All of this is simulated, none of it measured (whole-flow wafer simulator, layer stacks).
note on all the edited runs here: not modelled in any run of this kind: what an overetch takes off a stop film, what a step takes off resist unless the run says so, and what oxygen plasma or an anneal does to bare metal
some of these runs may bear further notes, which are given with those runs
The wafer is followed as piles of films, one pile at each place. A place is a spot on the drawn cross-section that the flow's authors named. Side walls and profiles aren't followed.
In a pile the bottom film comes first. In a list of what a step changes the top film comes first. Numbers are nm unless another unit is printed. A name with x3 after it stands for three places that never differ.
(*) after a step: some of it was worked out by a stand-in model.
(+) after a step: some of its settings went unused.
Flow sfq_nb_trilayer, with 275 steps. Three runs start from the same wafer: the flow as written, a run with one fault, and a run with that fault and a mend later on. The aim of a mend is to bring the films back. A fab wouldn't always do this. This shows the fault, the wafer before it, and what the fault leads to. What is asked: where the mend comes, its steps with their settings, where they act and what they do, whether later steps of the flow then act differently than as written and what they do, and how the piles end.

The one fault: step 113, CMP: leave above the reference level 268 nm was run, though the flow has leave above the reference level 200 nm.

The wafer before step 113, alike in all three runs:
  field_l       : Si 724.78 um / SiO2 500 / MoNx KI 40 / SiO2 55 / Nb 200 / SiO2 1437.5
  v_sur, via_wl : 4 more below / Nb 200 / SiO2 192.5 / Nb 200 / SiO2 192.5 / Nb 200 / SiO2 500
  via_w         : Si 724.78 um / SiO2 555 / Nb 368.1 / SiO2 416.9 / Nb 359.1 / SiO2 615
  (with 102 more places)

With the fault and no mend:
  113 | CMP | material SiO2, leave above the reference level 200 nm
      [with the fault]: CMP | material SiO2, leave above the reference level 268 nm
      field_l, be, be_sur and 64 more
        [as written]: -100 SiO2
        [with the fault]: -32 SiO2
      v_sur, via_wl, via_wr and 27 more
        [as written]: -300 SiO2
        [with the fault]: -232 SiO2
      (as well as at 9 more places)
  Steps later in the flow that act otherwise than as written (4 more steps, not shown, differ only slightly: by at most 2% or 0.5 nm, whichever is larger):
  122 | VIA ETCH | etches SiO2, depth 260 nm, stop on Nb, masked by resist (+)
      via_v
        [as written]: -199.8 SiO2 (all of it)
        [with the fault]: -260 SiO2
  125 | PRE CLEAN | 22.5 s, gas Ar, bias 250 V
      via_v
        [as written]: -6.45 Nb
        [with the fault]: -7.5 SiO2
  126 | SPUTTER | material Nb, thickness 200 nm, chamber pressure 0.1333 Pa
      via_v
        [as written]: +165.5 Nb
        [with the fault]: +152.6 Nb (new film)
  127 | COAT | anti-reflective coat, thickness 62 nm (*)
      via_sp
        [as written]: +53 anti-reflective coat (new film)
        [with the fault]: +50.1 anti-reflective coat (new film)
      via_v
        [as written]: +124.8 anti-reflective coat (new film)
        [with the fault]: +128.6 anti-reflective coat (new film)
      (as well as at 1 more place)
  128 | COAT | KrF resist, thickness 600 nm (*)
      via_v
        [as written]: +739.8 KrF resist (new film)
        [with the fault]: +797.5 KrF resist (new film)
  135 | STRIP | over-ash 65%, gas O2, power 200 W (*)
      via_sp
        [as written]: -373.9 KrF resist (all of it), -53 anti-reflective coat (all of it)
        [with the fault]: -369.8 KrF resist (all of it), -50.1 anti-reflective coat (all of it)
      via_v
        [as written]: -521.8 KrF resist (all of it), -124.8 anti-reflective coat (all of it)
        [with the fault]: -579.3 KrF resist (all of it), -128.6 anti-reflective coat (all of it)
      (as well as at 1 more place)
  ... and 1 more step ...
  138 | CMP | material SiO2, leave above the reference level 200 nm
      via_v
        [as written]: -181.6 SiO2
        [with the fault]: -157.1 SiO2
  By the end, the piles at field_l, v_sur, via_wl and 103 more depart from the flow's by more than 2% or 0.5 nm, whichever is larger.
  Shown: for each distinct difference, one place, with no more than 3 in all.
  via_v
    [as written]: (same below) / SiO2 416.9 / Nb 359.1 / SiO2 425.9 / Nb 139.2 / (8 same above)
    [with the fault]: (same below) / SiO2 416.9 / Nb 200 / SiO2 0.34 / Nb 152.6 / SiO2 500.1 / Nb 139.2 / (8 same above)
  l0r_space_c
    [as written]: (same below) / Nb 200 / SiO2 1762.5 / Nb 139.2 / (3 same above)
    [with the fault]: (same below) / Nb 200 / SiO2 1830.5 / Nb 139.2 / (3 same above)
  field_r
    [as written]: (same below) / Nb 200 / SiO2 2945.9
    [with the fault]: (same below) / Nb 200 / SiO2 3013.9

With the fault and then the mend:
  The mend follows step 114.
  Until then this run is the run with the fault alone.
  114a | CMP | material SiO2, leave above the reference level 200 nm (the flow's step 113 again)
      field_l, v_sur, via_wl and 103 more
        -68 SiO2
  Every later step of the flow that is run acts as written at every place that is followed.
  At every place that both follow, the piles at the end match the flow's.
